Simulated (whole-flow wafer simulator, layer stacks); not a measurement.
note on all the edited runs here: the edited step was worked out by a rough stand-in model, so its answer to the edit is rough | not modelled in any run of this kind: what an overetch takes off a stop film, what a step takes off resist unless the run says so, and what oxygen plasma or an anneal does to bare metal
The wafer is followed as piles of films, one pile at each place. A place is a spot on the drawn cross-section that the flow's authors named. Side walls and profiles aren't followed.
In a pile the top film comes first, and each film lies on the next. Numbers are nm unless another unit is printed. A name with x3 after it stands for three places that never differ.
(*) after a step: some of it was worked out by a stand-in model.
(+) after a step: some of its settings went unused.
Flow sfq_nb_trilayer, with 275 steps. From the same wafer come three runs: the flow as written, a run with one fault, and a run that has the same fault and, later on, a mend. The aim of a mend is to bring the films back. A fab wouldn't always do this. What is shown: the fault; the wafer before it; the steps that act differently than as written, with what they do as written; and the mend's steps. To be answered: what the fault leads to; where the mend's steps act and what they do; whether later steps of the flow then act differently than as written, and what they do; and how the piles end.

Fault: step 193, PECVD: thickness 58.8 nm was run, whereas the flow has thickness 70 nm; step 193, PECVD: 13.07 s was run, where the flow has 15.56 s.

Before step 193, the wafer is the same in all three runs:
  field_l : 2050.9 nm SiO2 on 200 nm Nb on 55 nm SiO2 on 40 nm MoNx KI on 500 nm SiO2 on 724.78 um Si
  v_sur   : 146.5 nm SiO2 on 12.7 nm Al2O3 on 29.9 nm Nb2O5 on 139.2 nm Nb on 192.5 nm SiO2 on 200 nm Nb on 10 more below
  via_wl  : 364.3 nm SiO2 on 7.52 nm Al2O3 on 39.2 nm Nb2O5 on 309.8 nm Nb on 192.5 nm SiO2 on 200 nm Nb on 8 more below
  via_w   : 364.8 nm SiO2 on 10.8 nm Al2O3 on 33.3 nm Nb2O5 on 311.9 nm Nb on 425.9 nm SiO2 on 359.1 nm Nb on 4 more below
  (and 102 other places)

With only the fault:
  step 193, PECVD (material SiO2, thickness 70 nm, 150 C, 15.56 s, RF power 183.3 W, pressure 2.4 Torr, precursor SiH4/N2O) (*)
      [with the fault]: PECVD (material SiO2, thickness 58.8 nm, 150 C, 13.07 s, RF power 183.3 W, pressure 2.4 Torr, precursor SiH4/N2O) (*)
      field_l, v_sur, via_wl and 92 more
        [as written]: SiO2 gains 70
        [with the fault]: SiO2 gains 58.8
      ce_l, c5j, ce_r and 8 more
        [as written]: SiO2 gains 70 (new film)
        [with the fault]: SiO2 gains 58.8 (new film)
  Steps later in the flow that act otherwise than as written (not shown: 14 more steps that differ only slightly, by at most 2% or 0.5 nm, whichever is larger):
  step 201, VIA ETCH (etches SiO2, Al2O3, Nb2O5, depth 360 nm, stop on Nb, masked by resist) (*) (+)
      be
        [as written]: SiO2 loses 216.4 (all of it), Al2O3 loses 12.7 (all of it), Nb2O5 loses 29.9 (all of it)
        [with the fault]: SiO2 loses 205.2 (all of it), Al2O3 loses 12.7 (all of it), Nb2O5 loses 29.9 (all of it)
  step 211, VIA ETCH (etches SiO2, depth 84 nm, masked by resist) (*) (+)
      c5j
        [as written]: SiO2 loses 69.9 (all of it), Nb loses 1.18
        [with the fault]: SiO2 loses 58.7 (all of it), Nb loses 2.11
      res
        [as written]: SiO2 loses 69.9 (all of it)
        [with the fault]: SiO2 loses 58.7 (all of it)
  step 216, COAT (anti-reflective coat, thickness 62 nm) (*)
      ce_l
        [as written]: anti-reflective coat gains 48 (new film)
        [with the fault]: anti-reflective coat gains 50.8 (new film)
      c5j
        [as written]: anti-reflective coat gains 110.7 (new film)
        [with the fault]: anti-reflective coat gains 103.5 (new film)
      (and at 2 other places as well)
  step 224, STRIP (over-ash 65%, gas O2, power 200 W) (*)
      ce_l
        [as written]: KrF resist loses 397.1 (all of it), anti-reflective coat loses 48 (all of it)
        [with the fault]: KrF resist loses 395.7 (all of it), anti-reflective coat loses 50.8 (all of it)
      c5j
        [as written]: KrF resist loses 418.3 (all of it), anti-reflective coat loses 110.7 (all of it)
        [with the fault]: KrF resist loses 413.3 (all of it), anti-reflective coat loses 103.5 (all of it)
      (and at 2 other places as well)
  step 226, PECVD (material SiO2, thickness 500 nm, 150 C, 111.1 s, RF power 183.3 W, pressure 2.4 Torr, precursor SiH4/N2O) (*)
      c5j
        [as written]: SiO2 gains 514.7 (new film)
        [with the fault]: SiO2 gains 501 (new film)
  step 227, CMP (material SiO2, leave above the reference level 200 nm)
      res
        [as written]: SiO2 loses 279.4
        [with the fault]: SiO2 loses 292.8
  The piles end different from the flow's at v_sur, via_wl, via_w and 20 more by more than 2% or 0.5 nm, whichever is larger.
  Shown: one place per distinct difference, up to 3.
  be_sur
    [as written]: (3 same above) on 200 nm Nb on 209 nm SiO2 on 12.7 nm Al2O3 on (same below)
    [with the fault]: (3 same above) on 200 nm Nb on 197.8 nm SiO2 on 12.7 nm Al2O3 on (same below)
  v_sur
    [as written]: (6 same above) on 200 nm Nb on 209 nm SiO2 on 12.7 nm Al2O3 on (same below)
    [with the fault]: (6 same above) on 200 nm Nb on 197.8 nm SiO2 on 12.7 nm Al2O3 on (same below)
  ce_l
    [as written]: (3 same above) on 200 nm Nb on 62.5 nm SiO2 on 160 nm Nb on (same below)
    [with the fault]: (3 same above) on 200 nm Nb on 51.3 nm SiO2 on 160 nm Nb on (same below)

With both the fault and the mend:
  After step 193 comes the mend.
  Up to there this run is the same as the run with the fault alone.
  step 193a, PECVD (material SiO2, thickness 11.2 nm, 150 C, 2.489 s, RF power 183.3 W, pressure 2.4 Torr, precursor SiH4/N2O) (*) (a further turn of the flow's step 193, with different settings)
      field_l, v_sur, via_wl and 103 more
        SiO2 gains 11.2
  Every later step of the flow that is run acts as written, at every place that is followed, to within 2% or 0.5 nm, whichever is larger.
  The piles end the same as the flow's at every place that both follow.
